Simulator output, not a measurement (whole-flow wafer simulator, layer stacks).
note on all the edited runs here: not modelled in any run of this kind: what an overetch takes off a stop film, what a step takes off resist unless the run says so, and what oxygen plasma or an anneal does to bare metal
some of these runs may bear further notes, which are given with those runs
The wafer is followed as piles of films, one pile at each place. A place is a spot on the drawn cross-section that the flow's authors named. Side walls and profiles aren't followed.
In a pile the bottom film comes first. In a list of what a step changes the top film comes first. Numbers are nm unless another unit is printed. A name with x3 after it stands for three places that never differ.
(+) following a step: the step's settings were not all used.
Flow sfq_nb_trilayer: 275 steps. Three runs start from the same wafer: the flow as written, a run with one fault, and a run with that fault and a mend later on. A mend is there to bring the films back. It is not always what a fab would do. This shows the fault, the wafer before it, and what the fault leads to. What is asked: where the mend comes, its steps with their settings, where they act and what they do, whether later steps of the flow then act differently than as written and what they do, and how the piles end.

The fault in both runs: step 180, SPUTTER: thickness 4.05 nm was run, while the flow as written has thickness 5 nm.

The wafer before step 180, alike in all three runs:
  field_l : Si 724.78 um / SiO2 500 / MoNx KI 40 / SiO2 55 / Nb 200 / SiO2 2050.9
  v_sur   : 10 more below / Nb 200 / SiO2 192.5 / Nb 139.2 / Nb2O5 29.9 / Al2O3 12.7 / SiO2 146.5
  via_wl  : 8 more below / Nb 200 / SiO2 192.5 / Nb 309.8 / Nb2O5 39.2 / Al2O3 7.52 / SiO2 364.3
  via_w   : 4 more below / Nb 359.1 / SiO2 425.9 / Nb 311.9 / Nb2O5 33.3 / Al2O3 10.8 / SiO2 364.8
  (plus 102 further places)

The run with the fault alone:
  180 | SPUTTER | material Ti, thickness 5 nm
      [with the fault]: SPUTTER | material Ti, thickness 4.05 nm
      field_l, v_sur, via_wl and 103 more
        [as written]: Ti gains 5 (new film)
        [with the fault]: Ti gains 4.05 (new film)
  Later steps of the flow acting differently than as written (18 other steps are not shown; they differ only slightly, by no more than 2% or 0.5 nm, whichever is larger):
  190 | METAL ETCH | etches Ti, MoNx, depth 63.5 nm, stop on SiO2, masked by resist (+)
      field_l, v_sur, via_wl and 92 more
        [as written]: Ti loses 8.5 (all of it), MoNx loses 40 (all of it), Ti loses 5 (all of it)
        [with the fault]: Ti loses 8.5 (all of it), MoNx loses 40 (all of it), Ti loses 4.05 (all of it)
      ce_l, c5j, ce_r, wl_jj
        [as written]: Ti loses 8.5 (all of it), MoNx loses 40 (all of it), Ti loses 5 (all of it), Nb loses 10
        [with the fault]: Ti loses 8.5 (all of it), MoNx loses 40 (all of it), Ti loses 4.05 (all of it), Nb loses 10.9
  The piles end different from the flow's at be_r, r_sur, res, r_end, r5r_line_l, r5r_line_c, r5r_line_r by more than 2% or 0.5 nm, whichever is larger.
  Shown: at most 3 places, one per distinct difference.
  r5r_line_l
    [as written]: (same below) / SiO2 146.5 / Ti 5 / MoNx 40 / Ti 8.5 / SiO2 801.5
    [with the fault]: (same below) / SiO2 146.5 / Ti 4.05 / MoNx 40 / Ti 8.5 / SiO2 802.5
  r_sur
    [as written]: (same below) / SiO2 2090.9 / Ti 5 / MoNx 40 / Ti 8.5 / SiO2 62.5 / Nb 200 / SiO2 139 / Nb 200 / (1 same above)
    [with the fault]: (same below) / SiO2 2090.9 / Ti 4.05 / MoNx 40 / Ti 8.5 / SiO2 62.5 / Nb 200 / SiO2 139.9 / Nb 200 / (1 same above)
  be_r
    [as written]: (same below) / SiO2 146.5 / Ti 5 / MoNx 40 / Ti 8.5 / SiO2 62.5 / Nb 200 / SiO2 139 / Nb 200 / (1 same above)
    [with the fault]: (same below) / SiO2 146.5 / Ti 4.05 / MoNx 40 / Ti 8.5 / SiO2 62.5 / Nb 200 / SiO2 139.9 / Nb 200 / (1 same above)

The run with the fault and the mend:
  The mend stands after step 180.
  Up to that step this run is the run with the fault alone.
  180a | SPUTTER | material Ti, thickness 0.95 nm (the flow's step 180, run once more with other settings)
      field_l, v_sur, via_wl and 103 more
        Ti gains 0.95
  Every later step of the flow that is run acts as written at every place that is followed.
  By the end, the piles equal the flow's at every place that both follow.
